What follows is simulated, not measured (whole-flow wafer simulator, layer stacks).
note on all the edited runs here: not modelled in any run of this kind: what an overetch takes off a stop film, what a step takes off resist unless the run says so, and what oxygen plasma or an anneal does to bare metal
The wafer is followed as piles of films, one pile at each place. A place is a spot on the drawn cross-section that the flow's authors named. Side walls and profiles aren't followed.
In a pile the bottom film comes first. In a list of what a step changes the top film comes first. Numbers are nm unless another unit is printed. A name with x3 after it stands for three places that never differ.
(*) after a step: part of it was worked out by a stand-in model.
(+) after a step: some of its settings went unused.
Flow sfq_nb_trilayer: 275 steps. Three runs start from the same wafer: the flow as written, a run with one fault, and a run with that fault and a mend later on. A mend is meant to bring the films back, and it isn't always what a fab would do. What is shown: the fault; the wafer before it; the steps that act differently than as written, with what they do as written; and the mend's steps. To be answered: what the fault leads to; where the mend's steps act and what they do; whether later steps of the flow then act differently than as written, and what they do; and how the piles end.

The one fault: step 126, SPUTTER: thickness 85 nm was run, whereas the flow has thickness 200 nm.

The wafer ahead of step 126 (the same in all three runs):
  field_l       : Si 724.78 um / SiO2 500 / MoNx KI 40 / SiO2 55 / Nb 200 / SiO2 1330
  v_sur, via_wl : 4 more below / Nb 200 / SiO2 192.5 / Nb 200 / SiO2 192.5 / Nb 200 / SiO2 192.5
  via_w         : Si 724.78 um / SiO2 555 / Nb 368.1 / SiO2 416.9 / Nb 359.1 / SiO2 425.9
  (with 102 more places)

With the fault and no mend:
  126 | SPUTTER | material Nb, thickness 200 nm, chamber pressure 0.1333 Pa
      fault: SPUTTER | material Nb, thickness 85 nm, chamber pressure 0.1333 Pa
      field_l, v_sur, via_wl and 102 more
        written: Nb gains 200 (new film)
        fault: Nb gains 85 (new film)
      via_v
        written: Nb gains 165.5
        fault: Nb gains 70
  Steps further on in the flow that do not act as written (4 other steps are not shown; they differ only slightly, by no more than 2% or 0.5 nm, whichever is larger):
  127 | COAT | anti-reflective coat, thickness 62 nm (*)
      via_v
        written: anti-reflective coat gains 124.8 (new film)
        fault: anti-reflective coat gains 119 (new film)
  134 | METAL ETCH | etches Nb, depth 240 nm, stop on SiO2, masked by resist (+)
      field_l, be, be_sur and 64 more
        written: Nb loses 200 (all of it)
        fault: Nb loses 85 (all of it)
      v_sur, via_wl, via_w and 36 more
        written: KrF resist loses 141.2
        fault: KrF resist loses 75
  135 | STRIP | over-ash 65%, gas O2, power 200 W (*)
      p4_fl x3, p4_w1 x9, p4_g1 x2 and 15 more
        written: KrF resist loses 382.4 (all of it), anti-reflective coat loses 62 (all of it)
        fault: KrF resist loses 448.6 (all of it), anti-reflective coat loses 62 (all of it)
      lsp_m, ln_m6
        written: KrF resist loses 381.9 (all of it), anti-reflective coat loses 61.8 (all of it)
        fault: KrF resist loses 448.2 (all of it), anti-reflective coat loses 61.8 (all of it)
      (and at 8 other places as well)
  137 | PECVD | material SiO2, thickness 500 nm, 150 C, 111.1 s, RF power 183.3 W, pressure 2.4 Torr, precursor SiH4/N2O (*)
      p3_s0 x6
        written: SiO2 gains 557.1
        fault: SiO2 gains 500
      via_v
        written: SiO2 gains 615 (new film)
        fault: SiO2 gains 582.8 (new film)
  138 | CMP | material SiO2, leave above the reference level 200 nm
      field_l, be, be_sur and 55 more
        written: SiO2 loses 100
        fault: SiO2 loses 215
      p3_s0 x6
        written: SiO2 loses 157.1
        fault: SiO2 loses 215
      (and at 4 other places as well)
  By the end, the piles at field_l, v_sur, via_wl and 103 more depart from the flow's by more than 2% or 0.5 nm, whichever is larger.
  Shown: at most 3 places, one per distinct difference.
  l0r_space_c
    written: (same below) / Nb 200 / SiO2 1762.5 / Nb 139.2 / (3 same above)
    fault: (same below) / Nb 200 / SiO2 1647.5 / Nb 139.2 / (3 same above)
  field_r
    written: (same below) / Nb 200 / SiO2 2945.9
    fault: (same below) / Nb 200 / SiO2 2830.9
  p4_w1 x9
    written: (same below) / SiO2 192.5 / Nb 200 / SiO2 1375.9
    fault: (same below) / SiO2 192.5 / Nb 85 / SiO2 1375.9

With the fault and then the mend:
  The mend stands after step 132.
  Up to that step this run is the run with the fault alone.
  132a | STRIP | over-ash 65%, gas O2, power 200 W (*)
      p3_s0 x6, p3_fr x3, wl_d_sl and 38 more
        anti-reflective coat loses 62 (all of it)
      p4_fl x3, p4_w1 x9, p4_g1 x2 and 15 more
        KrF resist loses 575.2 (all of it), anti-reflective coat loses 62 (all of it)
      moat, field_r, lsp_l, lsp_r, l0_sur, l0v
        anti-reflective coat loses 61.8 (all of it)
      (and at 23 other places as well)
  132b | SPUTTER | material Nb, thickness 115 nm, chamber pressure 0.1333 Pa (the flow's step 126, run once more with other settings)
      field_l, v_sur, via_wl and 102 more
        Nb gains 115
      via_v
        Nb gains 94.9
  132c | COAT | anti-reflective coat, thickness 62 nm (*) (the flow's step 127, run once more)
      p4_fl x3, p4_w1 x9, p4_g1 x2 and 63 more
        anti-reflective coat gains 62 (new film)
      moat, field_r, lsp_l and 6 more
        anti-reflective coat gains 61.8 (new film)
      be_r, r_sur, res, r_end
        anti-reflective coat gains 61.7 (new film)
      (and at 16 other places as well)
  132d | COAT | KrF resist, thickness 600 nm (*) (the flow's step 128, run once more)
      p4_fl x3, p4_w1 x9, p4_g1 x2 and 63 more
        KrF resist gains 600 (new film)
      field_r, lsp_l, ln_m5, lsp_m, l0v
        KrF resist gains 599.5 (new film)
      ln_m6, lsp_r, l0_sur
        KrF resist gains 599.6 (new film)
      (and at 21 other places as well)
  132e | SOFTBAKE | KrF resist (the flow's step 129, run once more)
      leaves every film unchanged at each place that is followed
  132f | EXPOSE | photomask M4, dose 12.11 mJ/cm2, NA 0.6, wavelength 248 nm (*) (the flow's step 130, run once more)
      leaves every film unchanged at each place that is followed
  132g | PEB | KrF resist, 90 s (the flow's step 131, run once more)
      field_l, v_sur, via_wl and 97 more
        KrF resist loses 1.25
      via_w, via_wr, via_sp, wire, be
        KrF resist loses 1.24
      via_v
        KrF resist loses 1.6
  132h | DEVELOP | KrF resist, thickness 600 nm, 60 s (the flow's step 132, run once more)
      p3_s0 x6, p3_fr x3, wl_d_sl and 38 more
        KrF resist loses 598.7 (all of it)
      v_sur, via_wl, via_w and 36 more
        KrF resist loses 23.5
      moat, field_r, lsp_l
        KrF resist loses 598.2 (all of it)
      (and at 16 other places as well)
  Later steps of the flow that are run all act as written at every place that is followed, up to a difference of at most 2% or 0.5 nm, whichever is larger.
  The piles end only slightly different from the flow's at the places that both follow, by no more than 2% or 0.5 nm, whichever is larger.
